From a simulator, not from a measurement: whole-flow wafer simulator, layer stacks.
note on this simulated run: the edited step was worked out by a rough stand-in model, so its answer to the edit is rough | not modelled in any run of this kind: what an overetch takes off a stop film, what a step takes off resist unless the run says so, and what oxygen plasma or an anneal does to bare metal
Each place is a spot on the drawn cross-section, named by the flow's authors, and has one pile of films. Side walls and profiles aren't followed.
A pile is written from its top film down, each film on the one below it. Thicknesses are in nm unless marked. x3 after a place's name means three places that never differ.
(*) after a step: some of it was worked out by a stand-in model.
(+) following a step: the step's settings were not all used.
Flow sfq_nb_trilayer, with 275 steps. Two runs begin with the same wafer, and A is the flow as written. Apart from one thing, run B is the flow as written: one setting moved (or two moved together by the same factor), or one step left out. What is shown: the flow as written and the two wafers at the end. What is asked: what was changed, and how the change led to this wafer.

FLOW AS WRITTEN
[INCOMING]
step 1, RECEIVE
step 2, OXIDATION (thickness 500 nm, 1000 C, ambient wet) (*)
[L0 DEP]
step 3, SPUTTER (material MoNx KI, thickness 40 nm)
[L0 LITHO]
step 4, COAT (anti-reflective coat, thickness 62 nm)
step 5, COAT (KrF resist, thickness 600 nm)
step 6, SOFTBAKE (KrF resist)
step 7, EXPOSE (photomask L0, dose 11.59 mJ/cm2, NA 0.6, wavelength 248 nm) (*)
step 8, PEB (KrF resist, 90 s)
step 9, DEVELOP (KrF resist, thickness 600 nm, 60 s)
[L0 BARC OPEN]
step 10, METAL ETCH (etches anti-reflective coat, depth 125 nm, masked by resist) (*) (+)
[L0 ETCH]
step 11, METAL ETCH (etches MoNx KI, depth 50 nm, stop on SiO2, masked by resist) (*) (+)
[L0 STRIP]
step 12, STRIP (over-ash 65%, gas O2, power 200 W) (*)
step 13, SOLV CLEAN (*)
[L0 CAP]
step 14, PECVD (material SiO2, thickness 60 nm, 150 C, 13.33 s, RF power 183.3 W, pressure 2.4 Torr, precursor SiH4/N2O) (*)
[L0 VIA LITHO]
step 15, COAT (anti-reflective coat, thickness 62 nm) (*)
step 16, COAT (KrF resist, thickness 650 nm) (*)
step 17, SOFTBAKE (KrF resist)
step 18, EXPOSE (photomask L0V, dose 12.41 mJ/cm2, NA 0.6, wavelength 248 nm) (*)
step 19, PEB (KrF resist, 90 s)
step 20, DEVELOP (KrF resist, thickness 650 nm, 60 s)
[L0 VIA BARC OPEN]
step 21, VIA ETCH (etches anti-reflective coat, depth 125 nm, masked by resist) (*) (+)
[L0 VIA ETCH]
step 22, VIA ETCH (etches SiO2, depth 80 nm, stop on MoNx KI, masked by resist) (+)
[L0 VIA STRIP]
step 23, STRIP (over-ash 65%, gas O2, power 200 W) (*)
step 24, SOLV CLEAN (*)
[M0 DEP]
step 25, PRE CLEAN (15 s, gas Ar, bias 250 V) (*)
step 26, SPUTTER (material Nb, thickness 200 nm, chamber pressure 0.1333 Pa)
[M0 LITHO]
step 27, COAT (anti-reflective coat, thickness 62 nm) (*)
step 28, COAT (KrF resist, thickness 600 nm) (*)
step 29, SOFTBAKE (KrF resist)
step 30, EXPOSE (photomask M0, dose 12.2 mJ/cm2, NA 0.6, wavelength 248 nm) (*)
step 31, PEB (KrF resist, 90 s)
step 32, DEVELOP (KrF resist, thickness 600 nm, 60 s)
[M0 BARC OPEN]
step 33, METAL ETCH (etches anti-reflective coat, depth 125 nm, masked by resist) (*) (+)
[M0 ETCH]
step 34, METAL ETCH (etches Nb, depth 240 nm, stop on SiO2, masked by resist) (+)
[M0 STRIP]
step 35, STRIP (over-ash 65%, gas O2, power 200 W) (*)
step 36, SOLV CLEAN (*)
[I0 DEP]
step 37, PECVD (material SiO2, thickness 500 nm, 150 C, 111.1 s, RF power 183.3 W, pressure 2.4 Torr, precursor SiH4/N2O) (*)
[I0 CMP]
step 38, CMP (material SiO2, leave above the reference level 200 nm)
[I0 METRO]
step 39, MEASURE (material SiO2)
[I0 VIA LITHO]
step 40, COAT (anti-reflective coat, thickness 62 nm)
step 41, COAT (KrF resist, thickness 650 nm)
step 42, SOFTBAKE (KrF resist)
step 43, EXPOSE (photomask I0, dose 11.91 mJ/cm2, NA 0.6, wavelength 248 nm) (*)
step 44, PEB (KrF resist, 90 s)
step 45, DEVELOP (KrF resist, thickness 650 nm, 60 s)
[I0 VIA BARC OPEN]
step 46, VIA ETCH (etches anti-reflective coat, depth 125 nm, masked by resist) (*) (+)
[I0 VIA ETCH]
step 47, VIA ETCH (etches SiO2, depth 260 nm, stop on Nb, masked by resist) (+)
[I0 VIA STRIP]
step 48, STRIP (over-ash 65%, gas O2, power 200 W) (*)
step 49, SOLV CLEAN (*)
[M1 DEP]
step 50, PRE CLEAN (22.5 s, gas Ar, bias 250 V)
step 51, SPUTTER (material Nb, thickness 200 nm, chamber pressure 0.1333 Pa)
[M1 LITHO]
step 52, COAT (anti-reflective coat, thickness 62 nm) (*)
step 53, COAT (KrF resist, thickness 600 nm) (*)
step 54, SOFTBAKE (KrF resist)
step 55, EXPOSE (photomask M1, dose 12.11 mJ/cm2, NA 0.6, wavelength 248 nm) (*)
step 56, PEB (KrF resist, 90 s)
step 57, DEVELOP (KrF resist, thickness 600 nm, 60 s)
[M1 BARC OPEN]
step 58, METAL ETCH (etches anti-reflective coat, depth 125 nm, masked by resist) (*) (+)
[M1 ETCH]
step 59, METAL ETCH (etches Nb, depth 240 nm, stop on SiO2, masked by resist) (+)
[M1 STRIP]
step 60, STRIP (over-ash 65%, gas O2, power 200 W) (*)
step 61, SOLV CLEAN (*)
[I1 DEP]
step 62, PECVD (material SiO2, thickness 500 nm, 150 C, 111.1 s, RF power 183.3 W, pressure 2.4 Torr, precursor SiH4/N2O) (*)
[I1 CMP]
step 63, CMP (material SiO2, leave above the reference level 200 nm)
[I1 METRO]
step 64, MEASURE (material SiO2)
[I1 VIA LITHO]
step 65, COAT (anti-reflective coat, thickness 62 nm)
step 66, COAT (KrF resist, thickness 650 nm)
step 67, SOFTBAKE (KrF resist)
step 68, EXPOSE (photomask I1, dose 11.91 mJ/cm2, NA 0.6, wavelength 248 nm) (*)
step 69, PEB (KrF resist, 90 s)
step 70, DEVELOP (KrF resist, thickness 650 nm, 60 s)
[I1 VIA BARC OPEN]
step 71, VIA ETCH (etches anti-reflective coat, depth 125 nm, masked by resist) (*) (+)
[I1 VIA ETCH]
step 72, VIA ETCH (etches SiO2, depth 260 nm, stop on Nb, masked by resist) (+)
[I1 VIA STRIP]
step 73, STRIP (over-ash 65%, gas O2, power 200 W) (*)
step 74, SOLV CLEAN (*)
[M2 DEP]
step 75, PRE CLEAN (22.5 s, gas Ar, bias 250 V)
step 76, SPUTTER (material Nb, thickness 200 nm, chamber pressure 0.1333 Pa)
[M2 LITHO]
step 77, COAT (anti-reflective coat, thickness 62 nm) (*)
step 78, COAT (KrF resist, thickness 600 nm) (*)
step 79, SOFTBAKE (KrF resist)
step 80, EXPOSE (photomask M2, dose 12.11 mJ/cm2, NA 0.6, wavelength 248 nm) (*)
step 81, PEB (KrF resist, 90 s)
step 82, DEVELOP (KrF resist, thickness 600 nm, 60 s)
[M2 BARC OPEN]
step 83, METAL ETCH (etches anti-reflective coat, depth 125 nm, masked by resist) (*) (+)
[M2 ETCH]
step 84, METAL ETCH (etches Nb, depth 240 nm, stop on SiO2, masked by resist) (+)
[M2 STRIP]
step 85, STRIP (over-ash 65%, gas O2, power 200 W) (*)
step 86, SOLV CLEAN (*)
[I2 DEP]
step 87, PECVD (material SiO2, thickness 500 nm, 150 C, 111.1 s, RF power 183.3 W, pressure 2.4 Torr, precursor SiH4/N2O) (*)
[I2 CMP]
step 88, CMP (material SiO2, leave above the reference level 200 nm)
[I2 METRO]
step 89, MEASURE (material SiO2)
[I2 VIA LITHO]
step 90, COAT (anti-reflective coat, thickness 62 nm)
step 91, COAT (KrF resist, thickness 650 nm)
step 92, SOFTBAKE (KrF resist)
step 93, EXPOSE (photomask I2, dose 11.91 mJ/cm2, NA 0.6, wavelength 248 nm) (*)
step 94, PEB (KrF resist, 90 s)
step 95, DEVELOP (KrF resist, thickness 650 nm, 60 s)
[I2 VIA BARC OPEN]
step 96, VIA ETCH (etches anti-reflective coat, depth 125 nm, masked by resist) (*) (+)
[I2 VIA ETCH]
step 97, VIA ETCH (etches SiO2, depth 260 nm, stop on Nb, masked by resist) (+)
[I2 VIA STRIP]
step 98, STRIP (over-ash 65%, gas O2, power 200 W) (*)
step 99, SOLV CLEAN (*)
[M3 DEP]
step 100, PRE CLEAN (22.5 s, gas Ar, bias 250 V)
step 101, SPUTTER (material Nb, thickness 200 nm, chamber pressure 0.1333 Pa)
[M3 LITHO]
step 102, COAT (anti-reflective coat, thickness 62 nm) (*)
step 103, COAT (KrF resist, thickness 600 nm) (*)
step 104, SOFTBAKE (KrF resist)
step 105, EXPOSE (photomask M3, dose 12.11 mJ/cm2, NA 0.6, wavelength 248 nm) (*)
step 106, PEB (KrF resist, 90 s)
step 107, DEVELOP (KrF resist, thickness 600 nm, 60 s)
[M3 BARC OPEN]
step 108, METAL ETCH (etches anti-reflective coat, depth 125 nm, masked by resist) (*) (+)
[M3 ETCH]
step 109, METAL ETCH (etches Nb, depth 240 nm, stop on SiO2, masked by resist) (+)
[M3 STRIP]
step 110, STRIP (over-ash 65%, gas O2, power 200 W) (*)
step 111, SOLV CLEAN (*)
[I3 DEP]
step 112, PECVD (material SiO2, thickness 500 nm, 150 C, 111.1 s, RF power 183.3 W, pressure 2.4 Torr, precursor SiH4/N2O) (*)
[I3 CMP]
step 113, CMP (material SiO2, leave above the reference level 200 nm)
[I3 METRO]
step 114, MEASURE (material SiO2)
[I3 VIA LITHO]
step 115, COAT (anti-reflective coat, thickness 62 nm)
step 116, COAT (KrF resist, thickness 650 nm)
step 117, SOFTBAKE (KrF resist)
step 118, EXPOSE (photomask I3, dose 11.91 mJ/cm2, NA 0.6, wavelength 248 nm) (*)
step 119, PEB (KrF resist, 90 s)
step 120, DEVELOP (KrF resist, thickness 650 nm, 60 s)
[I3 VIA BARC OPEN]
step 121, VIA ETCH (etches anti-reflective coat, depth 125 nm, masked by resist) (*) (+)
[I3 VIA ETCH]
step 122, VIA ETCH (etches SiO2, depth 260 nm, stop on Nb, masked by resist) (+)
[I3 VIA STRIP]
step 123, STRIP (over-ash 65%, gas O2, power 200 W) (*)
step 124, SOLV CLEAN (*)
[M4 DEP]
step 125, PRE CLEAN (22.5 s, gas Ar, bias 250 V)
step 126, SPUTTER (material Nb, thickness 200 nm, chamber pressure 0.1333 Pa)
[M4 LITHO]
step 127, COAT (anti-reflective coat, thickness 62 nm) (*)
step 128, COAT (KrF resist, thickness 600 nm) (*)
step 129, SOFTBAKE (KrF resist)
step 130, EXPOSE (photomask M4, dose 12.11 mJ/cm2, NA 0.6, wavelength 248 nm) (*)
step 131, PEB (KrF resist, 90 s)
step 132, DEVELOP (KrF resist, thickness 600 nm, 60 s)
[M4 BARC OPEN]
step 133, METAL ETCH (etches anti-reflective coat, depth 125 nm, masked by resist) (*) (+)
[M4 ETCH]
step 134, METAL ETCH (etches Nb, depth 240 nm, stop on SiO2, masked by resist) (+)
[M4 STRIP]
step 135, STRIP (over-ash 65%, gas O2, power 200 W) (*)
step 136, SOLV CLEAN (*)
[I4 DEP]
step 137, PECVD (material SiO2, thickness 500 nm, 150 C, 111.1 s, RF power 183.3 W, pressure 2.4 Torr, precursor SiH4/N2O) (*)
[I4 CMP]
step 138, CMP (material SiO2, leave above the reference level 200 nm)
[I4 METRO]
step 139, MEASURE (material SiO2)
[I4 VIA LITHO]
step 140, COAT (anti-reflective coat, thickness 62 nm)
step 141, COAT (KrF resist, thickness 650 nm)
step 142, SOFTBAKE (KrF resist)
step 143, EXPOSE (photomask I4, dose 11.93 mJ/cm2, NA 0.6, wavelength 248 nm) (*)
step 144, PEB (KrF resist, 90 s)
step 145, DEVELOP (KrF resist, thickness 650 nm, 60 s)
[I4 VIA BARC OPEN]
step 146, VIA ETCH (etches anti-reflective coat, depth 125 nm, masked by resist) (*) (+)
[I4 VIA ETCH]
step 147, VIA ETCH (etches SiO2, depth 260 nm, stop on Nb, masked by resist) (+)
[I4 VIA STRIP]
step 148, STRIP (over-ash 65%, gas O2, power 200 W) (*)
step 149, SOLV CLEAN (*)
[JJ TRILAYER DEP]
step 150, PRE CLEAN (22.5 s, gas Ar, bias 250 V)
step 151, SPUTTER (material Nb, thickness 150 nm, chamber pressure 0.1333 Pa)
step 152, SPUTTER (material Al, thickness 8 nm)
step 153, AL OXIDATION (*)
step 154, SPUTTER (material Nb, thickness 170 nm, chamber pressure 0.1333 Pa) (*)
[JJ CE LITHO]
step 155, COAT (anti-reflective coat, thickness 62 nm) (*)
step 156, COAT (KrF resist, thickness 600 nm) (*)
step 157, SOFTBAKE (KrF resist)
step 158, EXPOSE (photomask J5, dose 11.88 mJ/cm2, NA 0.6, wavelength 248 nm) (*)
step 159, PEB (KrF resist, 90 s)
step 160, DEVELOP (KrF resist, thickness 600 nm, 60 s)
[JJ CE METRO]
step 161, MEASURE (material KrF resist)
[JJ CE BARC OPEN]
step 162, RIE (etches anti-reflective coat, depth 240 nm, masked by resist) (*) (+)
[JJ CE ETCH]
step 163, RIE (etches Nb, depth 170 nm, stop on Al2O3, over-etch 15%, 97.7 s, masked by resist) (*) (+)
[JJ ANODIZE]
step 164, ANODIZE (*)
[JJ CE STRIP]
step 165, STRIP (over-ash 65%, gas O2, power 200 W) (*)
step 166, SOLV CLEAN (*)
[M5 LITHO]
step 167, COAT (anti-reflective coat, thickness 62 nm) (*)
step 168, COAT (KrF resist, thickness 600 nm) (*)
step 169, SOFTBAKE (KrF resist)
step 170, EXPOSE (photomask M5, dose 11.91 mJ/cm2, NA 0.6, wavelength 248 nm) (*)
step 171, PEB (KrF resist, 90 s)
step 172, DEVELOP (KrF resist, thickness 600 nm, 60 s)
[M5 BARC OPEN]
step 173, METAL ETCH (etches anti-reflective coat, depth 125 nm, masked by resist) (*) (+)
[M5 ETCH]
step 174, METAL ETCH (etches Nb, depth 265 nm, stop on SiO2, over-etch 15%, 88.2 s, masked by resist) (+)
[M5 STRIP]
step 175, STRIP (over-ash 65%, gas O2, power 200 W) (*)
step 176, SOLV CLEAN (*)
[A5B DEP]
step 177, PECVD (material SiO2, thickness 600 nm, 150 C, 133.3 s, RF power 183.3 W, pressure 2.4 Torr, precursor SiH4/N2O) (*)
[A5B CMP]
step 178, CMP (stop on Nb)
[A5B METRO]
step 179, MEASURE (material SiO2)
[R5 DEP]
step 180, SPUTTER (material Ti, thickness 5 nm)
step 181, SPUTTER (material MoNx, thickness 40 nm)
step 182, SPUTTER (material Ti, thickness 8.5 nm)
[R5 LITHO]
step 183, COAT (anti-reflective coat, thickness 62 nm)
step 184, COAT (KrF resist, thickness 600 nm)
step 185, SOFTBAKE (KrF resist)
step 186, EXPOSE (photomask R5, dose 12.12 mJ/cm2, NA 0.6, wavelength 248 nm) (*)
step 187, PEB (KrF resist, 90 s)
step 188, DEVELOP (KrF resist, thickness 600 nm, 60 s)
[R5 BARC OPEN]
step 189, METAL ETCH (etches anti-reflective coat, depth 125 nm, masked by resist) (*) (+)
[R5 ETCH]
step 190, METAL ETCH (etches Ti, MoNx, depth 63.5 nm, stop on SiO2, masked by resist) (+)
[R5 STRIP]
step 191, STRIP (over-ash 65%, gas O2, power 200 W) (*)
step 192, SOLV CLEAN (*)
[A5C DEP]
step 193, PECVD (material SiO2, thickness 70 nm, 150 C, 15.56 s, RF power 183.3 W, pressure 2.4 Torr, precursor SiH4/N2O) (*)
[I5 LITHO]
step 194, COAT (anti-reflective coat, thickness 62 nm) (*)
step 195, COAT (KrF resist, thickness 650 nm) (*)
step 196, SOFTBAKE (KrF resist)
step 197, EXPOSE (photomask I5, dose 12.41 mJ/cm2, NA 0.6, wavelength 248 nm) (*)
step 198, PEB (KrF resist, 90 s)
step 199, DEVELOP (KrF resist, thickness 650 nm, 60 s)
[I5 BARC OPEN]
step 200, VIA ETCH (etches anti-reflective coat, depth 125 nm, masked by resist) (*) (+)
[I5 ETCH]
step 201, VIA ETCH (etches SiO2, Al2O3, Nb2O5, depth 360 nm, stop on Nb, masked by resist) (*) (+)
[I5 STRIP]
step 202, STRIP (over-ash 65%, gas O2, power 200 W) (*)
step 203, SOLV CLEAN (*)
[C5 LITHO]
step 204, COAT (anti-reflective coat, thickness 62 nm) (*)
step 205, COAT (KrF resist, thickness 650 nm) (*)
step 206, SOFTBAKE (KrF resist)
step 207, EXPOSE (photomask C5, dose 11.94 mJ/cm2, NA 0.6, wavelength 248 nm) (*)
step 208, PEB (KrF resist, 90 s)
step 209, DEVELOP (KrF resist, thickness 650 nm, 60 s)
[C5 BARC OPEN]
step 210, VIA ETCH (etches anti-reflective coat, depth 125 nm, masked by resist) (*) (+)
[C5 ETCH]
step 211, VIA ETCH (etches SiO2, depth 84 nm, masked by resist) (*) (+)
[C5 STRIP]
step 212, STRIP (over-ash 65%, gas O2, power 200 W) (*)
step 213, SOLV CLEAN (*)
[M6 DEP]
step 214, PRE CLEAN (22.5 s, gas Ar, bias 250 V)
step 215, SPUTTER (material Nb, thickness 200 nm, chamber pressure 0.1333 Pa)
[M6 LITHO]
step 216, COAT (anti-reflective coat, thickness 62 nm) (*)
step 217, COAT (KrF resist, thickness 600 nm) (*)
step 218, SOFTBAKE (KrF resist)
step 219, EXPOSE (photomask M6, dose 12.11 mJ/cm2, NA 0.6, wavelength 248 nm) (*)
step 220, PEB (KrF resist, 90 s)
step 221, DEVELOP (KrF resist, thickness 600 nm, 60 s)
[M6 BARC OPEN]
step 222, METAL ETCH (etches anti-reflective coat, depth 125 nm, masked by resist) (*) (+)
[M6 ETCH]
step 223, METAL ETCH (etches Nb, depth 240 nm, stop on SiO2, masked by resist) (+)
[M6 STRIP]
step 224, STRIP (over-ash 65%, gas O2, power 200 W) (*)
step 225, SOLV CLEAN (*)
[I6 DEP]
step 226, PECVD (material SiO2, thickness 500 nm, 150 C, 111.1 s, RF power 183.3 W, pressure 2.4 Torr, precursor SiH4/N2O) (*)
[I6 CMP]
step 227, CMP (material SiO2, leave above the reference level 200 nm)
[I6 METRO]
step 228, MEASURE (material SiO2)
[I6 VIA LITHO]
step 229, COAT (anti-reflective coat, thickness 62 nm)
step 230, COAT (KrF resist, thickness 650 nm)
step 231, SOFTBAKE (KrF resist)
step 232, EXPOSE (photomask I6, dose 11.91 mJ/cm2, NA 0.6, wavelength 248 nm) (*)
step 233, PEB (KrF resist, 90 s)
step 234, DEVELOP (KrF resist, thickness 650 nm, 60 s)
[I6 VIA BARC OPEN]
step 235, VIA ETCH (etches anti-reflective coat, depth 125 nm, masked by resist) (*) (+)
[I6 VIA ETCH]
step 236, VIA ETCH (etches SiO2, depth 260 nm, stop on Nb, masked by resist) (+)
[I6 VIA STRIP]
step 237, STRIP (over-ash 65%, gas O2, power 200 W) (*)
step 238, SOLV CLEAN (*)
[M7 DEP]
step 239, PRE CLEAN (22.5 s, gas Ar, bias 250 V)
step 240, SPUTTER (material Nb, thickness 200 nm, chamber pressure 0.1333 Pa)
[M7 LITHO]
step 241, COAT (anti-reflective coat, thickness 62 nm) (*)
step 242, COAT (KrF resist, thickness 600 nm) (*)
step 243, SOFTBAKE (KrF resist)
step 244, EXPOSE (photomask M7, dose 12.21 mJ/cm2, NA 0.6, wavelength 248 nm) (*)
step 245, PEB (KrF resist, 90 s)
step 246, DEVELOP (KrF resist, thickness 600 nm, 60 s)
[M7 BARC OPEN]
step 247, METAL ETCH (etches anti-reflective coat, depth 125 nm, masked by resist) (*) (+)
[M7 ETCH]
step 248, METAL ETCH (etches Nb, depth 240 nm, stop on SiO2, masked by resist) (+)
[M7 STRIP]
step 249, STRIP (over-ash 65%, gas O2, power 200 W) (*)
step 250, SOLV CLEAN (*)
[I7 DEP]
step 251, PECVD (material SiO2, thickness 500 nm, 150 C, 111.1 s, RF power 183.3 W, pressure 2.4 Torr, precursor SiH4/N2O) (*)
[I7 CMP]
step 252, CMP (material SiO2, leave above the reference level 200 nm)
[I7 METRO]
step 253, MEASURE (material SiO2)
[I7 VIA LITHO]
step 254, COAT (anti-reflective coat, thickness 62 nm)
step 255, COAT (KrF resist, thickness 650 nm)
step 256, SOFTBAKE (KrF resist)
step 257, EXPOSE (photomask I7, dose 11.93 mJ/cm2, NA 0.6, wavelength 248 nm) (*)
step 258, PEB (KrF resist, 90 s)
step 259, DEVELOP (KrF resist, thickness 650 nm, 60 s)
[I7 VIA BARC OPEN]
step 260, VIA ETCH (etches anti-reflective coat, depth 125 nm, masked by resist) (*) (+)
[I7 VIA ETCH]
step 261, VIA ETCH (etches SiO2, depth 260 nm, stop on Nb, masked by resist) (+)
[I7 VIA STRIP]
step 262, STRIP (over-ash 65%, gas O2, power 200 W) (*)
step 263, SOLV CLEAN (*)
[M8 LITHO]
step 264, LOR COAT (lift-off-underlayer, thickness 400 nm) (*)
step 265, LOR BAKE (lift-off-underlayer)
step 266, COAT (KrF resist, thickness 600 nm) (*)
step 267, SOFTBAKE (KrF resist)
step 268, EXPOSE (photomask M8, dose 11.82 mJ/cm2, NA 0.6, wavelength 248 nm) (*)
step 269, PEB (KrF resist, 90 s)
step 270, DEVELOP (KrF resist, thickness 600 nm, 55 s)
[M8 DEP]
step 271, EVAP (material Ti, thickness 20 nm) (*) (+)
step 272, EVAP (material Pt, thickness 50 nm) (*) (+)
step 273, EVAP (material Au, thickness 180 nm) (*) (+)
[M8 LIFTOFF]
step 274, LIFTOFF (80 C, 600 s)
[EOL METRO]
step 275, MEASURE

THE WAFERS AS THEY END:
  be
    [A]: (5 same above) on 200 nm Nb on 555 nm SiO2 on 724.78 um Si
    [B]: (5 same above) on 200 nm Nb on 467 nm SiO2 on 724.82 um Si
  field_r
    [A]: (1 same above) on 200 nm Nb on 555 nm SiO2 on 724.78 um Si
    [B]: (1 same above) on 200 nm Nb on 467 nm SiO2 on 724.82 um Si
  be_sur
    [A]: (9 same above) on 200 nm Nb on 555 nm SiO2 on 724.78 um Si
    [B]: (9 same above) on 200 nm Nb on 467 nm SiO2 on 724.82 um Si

The reason: step 2, OXIDATION: thickness 412 nm was run, while the flow as written has thickness 500 nm.

The path from the change to this, step by step:
  step 2, OXIDATION (thickness 500 nm, 1000 C, ambient wet) (*)
      field_l, v_sur, via_wl and 103 more: A +500 SiO2 (new film), -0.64 chemical SiO2 (all of it), -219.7 Si | B +412 SiO2 (new film), -0.64 chemical SiO2 (all of it), -181 Si
